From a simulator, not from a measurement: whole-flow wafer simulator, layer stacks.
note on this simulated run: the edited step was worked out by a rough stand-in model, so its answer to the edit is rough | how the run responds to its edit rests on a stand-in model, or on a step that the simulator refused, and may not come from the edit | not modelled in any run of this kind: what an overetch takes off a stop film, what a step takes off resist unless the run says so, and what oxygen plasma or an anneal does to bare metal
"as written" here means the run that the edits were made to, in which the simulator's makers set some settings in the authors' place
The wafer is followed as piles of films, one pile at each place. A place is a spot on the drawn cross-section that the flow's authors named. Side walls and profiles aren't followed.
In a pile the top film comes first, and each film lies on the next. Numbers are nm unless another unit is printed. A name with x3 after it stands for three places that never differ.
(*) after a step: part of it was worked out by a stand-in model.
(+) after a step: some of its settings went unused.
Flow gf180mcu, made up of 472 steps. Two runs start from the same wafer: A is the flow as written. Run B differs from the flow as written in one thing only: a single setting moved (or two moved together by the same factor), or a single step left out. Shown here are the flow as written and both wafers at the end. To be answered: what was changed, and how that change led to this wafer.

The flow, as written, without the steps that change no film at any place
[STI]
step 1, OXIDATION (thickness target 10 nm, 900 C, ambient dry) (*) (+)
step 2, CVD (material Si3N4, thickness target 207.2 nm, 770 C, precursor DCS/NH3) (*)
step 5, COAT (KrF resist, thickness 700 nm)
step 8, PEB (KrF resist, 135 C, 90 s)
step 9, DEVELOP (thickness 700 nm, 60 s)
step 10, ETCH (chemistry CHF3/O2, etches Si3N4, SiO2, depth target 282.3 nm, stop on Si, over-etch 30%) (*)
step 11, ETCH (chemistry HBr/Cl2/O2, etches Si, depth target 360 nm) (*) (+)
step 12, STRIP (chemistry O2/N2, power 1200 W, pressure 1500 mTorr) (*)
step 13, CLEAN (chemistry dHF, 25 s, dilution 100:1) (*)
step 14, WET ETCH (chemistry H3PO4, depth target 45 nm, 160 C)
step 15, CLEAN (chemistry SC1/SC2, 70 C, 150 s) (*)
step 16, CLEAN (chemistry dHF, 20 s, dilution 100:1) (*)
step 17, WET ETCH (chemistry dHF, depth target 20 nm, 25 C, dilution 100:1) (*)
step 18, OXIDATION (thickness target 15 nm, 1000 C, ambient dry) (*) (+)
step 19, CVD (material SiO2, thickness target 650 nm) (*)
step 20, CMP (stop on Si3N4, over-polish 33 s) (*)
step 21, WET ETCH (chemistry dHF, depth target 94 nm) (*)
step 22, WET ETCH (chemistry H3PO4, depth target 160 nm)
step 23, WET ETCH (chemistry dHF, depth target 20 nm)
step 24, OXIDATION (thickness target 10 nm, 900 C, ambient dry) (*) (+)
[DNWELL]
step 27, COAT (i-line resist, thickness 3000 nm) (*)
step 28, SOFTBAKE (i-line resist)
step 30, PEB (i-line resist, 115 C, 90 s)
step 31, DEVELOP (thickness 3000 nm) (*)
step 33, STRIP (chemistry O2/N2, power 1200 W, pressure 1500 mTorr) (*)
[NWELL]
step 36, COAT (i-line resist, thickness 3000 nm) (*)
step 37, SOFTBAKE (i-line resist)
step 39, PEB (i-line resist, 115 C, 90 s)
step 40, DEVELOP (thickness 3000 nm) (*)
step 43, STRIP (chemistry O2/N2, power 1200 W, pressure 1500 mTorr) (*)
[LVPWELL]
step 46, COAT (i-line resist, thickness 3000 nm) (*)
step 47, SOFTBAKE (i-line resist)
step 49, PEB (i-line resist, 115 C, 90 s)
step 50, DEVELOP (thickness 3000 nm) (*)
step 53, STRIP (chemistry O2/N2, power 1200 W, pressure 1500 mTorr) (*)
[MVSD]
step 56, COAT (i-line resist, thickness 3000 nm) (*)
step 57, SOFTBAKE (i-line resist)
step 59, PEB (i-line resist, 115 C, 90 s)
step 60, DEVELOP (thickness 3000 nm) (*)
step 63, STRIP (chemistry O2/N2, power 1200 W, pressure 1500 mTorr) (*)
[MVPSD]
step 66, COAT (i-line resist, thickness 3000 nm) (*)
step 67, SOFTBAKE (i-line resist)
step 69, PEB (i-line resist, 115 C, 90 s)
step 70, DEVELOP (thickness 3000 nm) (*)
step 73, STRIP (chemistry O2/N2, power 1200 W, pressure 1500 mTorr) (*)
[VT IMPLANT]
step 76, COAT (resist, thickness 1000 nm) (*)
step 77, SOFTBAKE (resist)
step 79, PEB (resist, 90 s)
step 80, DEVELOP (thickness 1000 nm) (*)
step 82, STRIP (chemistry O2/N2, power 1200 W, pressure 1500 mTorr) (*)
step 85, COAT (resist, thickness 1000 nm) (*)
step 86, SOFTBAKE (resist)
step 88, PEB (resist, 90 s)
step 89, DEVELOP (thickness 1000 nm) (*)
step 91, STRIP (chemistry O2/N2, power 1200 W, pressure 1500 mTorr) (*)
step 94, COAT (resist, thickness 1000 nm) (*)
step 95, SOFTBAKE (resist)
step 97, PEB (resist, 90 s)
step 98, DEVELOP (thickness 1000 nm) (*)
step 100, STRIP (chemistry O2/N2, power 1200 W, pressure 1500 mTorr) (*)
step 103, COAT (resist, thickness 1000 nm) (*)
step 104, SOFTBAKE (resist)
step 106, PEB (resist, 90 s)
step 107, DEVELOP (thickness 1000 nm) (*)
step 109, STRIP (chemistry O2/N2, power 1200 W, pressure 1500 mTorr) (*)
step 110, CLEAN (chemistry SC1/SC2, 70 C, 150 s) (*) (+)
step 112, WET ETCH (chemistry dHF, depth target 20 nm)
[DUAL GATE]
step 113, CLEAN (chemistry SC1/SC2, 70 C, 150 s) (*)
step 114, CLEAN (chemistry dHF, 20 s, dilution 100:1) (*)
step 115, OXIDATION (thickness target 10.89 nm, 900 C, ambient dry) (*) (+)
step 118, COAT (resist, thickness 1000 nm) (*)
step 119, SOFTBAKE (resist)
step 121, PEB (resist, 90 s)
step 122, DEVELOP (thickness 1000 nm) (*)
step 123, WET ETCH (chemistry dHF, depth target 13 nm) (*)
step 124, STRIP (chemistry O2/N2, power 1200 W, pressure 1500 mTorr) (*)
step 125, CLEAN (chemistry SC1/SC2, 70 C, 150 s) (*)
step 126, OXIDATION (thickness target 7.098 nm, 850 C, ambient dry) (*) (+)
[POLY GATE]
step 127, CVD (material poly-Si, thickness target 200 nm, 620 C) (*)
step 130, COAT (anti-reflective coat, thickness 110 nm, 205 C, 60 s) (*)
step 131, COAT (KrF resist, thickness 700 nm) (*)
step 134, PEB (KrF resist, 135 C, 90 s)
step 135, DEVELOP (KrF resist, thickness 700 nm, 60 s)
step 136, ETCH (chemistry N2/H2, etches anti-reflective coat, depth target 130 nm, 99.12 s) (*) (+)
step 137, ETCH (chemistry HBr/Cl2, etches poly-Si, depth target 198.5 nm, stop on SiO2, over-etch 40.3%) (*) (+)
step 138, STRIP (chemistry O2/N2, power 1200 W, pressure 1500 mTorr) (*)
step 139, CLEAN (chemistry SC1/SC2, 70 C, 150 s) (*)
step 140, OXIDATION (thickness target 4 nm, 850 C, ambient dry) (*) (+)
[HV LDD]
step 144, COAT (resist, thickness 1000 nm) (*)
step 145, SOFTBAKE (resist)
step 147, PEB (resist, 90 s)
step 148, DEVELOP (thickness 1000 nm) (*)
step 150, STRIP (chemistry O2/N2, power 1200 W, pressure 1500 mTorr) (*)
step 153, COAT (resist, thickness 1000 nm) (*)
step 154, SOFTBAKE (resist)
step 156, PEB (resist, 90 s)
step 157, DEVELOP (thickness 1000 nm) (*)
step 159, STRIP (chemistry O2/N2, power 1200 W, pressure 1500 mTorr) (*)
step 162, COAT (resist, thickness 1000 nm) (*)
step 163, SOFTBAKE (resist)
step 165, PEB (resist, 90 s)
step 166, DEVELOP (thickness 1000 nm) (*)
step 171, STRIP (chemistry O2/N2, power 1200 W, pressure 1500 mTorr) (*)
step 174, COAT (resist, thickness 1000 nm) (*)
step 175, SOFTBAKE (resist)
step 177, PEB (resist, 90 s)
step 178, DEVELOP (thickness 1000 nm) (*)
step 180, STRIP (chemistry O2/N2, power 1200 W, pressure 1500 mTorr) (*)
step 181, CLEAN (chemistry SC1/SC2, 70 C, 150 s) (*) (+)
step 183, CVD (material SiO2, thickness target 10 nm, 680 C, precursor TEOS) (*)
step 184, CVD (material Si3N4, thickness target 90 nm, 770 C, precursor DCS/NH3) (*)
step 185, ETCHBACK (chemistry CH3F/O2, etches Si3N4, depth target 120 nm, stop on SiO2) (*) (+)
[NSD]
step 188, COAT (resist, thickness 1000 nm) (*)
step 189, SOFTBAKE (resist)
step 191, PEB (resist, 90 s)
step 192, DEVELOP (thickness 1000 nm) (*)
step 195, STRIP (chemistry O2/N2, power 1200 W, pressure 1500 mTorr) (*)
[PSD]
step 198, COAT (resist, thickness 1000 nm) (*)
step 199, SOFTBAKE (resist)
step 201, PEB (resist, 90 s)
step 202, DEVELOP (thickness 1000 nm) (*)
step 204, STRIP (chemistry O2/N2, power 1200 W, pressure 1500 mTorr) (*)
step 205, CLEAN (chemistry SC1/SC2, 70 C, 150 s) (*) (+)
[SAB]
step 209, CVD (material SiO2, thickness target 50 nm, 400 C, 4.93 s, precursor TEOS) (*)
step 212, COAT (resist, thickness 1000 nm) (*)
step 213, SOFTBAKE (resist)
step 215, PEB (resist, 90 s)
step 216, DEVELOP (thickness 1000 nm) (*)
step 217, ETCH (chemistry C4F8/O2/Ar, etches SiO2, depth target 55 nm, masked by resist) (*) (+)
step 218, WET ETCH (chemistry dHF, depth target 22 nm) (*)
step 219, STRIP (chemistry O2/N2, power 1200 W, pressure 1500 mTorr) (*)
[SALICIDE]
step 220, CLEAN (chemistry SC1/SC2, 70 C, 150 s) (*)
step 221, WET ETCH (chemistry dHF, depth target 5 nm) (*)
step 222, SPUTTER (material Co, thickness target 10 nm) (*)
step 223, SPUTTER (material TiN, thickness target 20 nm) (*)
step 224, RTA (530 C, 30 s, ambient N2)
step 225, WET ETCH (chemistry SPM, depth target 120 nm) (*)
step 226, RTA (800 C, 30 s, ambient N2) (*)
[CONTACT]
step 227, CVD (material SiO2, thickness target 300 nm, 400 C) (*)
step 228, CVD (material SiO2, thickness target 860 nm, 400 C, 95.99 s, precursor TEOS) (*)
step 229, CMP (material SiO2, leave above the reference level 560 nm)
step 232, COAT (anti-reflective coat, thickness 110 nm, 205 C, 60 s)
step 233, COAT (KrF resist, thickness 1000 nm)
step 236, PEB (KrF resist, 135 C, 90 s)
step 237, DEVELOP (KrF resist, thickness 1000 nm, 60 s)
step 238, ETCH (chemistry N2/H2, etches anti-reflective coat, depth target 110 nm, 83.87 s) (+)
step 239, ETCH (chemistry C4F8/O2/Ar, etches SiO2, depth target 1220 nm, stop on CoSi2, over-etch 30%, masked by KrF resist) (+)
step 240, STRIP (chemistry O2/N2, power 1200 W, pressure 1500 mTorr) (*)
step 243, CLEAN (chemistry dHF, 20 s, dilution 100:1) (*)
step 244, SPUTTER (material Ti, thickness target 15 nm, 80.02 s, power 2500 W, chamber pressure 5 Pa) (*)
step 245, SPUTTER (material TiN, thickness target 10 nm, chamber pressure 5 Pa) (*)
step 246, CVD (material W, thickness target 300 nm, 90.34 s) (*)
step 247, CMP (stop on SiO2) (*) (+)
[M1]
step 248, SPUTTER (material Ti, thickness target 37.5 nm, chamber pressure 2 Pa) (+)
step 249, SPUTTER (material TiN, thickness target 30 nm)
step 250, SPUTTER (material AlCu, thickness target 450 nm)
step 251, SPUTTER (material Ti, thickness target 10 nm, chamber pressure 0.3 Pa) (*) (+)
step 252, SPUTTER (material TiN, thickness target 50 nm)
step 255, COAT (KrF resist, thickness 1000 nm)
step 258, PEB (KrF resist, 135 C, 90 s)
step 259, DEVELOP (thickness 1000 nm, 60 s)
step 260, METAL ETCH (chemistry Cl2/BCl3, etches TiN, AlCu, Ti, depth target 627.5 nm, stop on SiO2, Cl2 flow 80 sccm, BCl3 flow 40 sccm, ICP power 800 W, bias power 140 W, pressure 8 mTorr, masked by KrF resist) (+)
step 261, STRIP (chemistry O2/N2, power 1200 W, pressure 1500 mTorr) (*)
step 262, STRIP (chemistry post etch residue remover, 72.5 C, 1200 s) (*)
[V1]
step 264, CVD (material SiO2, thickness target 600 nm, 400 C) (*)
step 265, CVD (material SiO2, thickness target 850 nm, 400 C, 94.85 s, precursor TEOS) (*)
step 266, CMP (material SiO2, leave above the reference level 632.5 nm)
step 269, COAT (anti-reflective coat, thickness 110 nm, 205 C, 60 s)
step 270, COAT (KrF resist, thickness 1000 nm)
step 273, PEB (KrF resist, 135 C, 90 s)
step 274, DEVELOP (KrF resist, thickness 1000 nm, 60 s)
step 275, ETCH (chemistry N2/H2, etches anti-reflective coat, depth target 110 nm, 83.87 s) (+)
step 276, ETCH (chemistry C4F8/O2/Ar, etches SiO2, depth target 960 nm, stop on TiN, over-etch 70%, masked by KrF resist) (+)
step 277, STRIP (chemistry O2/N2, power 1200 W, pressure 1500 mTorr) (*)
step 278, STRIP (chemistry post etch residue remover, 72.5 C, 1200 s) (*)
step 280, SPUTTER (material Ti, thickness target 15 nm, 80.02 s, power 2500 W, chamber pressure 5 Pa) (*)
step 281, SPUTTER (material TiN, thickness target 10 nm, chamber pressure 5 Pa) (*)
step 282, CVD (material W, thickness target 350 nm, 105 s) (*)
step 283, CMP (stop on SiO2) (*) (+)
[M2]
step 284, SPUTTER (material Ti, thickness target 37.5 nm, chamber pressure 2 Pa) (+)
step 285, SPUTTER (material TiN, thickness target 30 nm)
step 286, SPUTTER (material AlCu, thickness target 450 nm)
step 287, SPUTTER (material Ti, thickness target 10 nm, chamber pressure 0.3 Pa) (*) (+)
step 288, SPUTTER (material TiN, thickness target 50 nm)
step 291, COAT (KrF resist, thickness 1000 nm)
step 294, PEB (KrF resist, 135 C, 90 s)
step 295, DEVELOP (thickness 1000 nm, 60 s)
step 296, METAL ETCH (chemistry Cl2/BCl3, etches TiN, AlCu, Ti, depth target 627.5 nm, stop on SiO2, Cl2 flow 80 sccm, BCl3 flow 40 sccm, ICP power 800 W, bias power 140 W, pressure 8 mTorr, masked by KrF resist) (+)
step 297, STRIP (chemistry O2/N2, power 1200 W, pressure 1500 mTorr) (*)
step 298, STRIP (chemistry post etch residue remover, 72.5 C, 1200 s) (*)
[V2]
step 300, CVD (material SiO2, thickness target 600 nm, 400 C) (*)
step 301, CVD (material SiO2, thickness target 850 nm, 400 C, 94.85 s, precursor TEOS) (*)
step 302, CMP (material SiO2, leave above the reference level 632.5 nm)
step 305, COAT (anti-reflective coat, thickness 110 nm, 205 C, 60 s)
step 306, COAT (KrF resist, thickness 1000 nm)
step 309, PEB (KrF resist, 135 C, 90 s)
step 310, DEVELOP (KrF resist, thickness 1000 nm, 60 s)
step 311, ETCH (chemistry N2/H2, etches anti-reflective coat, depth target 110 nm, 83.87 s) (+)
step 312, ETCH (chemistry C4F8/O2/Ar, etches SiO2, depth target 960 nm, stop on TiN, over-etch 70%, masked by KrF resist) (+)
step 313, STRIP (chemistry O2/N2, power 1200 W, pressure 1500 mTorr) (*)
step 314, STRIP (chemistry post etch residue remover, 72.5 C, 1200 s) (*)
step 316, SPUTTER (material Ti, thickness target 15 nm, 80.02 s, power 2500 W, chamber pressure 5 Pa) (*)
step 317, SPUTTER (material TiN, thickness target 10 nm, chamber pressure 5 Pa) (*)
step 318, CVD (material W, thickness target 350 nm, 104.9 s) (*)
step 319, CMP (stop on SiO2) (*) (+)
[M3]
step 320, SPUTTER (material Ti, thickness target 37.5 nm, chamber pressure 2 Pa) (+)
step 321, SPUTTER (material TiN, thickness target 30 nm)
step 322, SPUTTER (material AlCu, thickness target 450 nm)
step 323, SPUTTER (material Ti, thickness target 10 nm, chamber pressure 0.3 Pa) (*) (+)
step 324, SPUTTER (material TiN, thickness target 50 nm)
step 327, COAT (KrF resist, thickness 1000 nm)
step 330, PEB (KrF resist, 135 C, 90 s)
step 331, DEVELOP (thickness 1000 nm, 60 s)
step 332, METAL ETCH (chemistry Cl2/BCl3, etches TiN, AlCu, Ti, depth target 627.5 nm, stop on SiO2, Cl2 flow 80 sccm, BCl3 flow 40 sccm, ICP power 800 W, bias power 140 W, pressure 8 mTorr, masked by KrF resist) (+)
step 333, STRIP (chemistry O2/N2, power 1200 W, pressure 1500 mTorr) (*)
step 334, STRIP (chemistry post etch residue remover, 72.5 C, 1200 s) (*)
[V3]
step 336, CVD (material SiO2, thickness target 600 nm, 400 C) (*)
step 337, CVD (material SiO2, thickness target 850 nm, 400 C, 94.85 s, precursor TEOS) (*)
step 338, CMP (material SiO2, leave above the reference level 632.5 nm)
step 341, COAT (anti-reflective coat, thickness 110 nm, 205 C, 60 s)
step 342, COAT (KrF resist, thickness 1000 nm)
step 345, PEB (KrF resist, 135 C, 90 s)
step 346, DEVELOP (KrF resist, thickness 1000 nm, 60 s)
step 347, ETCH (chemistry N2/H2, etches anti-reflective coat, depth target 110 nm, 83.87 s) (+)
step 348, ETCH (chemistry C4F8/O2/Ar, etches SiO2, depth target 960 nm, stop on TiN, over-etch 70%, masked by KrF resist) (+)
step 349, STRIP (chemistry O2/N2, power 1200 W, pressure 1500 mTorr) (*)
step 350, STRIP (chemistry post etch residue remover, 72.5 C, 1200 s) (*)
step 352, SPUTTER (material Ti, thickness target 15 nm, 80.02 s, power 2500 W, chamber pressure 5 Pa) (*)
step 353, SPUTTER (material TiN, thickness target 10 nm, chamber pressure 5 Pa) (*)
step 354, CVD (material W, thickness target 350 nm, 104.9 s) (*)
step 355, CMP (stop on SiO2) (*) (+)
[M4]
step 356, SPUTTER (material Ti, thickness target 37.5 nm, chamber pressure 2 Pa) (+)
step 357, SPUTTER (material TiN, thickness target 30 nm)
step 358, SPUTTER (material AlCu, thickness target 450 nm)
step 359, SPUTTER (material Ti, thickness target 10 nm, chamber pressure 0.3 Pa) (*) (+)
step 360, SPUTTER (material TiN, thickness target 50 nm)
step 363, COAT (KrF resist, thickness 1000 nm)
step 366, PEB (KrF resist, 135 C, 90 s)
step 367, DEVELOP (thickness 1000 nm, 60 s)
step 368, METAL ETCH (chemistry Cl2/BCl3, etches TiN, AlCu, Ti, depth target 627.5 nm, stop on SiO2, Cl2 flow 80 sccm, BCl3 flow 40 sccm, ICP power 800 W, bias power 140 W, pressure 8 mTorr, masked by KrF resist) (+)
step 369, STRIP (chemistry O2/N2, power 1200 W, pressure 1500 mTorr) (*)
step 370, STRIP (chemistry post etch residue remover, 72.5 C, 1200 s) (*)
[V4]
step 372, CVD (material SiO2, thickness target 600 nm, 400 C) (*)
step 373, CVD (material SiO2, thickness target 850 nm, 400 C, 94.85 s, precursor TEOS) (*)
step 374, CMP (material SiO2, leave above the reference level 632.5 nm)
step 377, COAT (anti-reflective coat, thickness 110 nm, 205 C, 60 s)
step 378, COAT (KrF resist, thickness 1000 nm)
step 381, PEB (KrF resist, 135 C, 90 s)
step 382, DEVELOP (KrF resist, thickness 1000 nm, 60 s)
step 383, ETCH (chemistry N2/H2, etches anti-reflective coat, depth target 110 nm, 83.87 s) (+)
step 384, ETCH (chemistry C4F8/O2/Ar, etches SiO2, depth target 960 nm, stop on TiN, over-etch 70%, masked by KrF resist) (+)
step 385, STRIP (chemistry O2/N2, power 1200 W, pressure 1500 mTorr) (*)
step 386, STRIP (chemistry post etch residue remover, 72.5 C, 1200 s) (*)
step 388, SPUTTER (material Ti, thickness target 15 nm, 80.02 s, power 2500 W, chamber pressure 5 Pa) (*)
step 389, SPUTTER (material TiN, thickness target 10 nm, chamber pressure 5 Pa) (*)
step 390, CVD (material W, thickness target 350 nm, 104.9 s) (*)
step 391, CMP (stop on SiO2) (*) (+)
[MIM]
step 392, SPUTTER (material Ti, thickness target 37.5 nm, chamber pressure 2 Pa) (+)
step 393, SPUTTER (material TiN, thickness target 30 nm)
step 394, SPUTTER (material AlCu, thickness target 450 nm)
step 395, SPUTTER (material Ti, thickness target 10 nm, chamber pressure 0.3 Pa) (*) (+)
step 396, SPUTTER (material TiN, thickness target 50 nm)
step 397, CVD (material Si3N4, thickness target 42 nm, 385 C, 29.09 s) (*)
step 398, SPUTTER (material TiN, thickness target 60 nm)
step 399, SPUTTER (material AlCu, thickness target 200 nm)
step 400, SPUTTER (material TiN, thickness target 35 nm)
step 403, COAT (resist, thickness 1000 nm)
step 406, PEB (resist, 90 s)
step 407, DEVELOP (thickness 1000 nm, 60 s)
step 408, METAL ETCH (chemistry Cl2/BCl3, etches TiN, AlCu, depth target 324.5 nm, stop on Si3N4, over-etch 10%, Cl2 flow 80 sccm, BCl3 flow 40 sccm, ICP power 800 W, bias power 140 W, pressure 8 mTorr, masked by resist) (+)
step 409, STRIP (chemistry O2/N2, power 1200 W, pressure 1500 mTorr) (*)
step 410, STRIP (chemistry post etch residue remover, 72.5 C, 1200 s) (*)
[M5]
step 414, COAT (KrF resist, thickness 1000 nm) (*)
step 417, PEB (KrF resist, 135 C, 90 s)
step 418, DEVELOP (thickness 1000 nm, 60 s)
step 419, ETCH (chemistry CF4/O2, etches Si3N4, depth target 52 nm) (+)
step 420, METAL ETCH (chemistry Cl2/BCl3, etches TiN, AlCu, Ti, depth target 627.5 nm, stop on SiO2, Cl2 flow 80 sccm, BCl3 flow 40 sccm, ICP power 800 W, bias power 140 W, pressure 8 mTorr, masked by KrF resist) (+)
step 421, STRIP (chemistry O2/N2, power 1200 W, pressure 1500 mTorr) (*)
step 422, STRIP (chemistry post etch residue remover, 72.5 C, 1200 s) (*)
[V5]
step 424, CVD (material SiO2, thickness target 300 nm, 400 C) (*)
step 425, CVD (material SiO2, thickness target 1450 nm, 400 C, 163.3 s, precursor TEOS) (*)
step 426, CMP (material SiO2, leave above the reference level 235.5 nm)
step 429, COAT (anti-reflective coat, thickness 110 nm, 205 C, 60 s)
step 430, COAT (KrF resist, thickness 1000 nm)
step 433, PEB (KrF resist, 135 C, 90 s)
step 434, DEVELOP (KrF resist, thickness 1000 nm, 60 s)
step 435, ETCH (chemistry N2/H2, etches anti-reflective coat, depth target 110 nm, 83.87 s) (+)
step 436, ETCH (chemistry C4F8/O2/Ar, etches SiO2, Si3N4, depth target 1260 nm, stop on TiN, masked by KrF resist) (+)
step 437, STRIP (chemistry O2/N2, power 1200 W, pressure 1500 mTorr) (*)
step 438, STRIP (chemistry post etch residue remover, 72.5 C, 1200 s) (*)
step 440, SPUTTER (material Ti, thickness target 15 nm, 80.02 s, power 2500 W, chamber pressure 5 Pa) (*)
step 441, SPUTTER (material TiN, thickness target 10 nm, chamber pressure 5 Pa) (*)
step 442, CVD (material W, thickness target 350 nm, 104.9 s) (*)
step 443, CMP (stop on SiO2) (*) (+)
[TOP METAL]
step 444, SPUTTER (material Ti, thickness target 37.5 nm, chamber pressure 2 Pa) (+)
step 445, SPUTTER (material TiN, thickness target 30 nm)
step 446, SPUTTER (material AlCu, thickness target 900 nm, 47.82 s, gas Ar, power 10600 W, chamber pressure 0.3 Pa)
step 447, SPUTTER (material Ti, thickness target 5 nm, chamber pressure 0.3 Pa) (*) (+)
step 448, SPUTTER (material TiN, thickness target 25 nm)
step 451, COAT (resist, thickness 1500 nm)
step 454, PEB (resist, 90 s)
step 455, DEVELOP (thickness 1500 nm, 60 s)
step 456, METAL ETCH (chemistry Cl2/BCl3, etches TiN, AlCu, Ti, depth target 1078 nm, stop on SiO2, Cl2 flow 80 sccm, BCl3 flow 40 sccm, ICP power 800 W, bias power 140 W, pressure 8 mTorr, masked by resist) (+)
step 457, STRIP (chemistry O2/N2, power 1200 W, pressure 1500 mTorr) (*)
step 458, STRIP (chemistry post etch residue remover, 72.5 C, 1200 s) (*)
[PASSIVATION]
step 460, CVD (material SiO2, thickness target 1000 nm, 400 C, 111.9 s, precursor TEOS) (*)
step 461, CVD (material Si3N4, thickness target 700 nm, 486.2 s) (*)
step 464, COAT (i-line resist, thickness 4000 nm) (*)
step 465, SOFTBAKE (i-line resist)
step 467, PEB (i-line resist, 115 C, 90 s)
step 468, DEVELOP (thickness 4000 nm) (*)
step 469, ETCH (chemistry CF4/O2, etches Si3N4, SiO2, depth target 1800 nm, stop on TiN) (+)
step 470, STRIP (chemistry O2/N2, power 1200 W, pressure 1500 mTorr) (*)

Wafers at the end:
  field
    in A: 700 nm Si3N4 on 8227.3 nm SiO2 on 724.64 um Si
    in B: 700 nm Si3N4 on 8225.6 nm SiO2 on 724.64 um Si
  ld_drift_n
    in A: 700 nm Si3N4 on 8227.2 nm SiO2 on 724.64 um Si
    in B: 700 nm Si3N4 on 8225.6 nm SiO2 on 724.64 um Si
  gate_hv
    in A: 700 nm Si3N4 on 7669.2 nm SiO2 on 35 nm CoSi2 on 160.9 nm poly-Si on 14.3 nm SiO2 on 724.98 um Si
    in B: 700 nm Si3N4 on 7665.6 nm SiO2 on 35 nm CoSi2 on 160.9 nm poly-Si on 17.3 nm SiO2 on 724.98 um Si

The reason: step 126, OXIDATION: thickness target 10.6 nm was run, though the flow has thickness target 7.098 nm; step 137, ETCH: depth target 298 nm was run, where the flow has depth target 198.5 nm.

How this came from the change, step by step:
  step 126, OXIDATION (thickness target 7.098 nm, 850 C, ambient dry) (*) (+)
      gate_hv, active_hv, active_nat and 25 more: A SiO2 gains 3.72, Si loses 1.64 | B SiO2 gains 6.73, Si loses 2.96
      active, n_well, p_well and 12 more: A SiO2 gains 7.1 (new film), chemical SiO2 loses 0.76 (all of it), Si loses 2.79 | B SiO2 gains 10.6 (new film), chemical SiO2 loses 0.76 (all of it), Si loses 4.33
      (and at 37 other places as well)
  step 137, ETCH (chemistry HBr/Cl2, etches poly-Si, depth target 198.5 nm, stop on SiO2, over-etch 40.3%) (*) (+)
      field__w3, field__w12, field_sub and 7 more: A poly-Si loses 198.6 (all of it), SiO2 loses 0.4 | B poly-Si loses 198.6 (all of it), SiO2 loses 8.25
      field__w6, sti, m1 and 7 more: A poly-Si loses 198.4 (all of it), SiO2 loses 0.41 | B poly-Si loses 198.4 (all of it), SiO2 loses 8.26
      (and at 44 other places as well)
  step 140, OXIDATION (thickness target 4 nm, 850 C, ambient dry) (*) (+)
      active, n_well, p_well and 6 more: A SiO2 gains 1.17, Si loses 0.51 | B SiO2 gains 1.98, Si loses 0.87
      pplus_u, iso_ntap_nw, iso_ptap_sub, vpnp_e: A SiO2 gains 1.17, Si loses 0.51 | B SiO2 gains 1.99, Si loses 0.87
  step 144, COAT (resist, thickness 1000 nm) (*)
      ldn_drn: A resist gains 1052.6 (new film) | B resist gains 1075.2 (new film)
      ldp_drn: A resist gains 1052 (new film) | B resist gains 1074.9 (new film)
  step 145, SOFTBAKE (resist)
      active_nat: A resist gains 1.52 | B resist gains 2.67
      ldn_drn: A resist gains 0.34 | B resist gains 1.4
      (and at 1 other place as well)
  step 147, PEB (resist, 90 s)
      ldn_drn, ldp_drn: A resist loses 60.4 | B resist loses 61.8
  step 150, STRIP (chemistry O2/N2, power 1200 W, pressure 1500 mTorr) (*)
      ldn_drn: A resist loses 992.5 (all of it) | B resist loses 1014.7 (all of it)
      ldp_drn: A resist loses 992 (all of it) | B resist loses 1014.5 (all of it)
  step 153, COAT (resist, thickness 1000 nm) (*)
      ldn_drn: A resist gains 1052.6 (new film) | B resist gains 1075.2 (new film)
      ldp_drn: A resist gains 1052 (new film) | B resist gains 1074.9 (new film)
  step 154, SOFTBAKE (resist)
      active_nat: A resist gains 1.52 | B resist gains 2.67
      ldn_drn: A resist gains 0.34 | B resist gains 1.4
      (and at 1 other place as well)
  step 156, PEB (resist, 90 s)
      ldn_drn, ldp_drn: A resist loses 60.4 | B resist loses 61.8
  step 159, STRIP (chemistry O2/N2, power 1200 W, pressure 1500 mTorr) (*)
      ldn_drn: A resist loses 992.5 (all of it) | B resist loses 1014.7 (all of it)
      ldp_drn: A resist loses 992 (all of it) | B resist loses 1014.5 (all of it)
  step 162, COAT (resist, thickness 1000 nm) (*)
      ldn_drn: A resist gains 1052.6 (new film) | B resist gains 1075.2 (new film)
      ldp_drn: A resist gains 1052 (new film) | B resist gains 1074.9 (new film)
  step 163, SOFTBAKE (resist)
      active_nat: A resist gains 1.52 | B resist gains 2.67
      ldn_drn: A resist gains 0.34 | B resist gains 1.4
      (and at 1 other place as well)
  step 165, PEB (resist, 90 s)
      ldn_drn, ldp_drn: A resist loses 60.4 | B resist loses 61.8
  step 166, DEVELOP (thickness 1000 nm) (*)
      ldn_drn: A resist loses 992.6 (all of it) | B resist loses 1014.7 (all of it)
  step 171, STRIP (chemistry O2/N2, power 1200 W, pressure 1500 mTorr) (*)
      ldp_drn: A resist loses 992 (all of it) | B resist loses 1014.5 (all of it)
  ... 10 further steps ...
  step 229, CMP (material SiO2, leave above the reference level 560 nm)
      field_sub, field_sub__w2: A SiO2 loses 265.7 | B SiO2 loses 259
      nw_enc_fld_lv__w1, nw_enc_fld_lv__w4: A SiO2 loses 332.3 | B SiO2 loses 325.3
      (and at 14 other places as well)
